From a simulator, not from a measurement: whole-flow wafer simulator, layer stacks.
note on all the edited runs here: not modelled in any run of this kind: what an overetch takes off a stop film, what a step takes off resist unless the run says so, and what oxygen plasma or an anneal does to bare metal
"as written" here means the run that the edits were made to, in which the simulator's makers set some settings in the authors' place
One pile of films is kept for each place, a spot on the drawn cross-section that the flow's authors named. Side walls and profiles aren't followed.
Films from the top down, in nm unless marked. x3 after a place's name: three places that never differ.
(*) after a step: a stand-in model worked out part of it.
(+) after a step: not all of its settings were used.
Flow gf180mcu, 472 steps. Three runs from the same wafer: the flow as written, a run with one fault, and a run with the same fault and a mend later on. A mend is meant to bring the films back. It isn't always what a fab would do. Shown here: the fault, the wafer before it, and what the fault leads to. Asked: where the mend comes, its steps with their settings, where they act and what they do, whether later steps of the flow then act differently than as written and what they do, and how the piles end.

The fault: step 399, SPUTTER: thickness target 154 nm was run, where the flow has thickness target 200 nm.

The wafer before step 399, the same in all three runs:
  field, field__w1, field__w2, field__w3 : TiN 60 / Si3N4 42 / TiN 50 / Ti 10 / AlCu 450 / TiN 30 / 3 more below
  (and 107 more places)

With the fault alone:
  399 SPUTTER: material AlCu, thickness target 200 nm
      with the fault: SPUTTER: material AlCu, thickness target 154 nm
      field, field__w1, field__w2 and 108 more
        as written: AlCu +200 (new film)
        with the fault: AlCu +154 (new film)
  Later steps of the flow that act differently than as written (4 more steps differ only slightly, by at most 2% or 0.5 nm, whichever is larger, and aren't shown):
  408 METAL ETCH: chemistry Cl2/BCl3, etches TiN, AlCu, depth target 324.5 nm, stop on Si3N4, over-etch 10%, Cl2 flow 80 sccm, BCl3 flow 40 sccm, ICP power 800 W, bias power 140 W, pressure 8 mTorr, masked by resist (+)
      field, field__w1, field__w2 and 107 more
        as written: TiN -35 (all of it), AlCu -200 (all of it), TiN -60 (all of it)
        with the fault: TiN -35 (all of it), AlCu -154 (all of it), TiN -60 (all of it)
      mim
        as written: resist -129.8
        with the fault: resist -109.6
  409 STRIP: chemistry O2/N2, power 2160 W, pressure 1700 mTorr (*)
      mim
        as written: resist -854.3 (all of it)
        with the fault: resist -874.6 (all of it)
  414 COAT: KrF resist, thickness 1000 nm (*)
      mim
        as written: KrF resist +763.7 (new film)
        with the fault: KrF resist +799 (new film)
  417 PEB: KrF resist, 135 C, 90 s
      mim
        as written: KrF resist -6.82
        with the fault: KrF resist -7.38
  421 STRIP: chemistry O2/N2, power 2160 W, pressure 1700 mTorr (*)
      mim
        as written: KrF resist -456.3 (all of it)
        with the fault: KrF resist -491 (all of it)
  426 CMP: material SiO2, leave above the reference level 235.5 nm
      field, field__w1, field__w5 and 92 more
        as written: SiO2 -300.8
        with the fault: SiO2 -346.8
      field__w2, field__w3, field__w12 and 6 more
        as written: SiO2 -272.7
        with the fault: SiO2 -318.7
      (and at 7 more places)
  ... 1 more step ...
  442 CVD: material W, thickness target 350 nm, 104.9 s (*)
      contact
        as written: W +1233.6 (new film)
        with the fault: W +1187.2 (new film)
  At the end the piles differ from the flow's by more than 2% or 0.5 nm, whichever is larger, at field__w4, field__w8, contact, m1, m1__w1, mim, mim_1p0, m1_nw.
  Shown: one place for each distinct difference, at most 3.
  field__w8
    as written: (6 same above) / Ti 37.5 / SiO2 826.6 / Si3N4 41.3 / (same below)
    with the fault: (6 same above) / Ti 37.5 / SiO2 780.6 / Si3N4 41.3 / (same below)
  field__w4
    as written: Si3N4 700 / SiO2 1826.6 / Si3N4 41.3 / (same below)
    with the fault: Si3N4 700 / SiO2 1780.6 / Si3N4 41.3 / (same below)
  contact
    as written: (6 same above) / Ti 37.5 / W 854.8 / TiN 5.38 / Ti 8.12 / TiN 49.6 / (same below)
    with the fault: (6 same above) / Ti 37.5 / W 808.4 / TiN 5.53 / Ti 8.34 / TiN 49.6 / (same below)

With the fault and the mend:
  The mend comes after step 399.
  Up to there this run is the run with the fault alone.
  399a SPUTTER: material AlCu, thickness target 46 nm (the flow's step 399 once more, with other settings)
      field, field__w1, field__w2 and 108 more
        AlCu +46
  No later step of the flow acts differently than as written at any place that is followed.
  At the end the piles are the same as the flow's at every place that both follow.
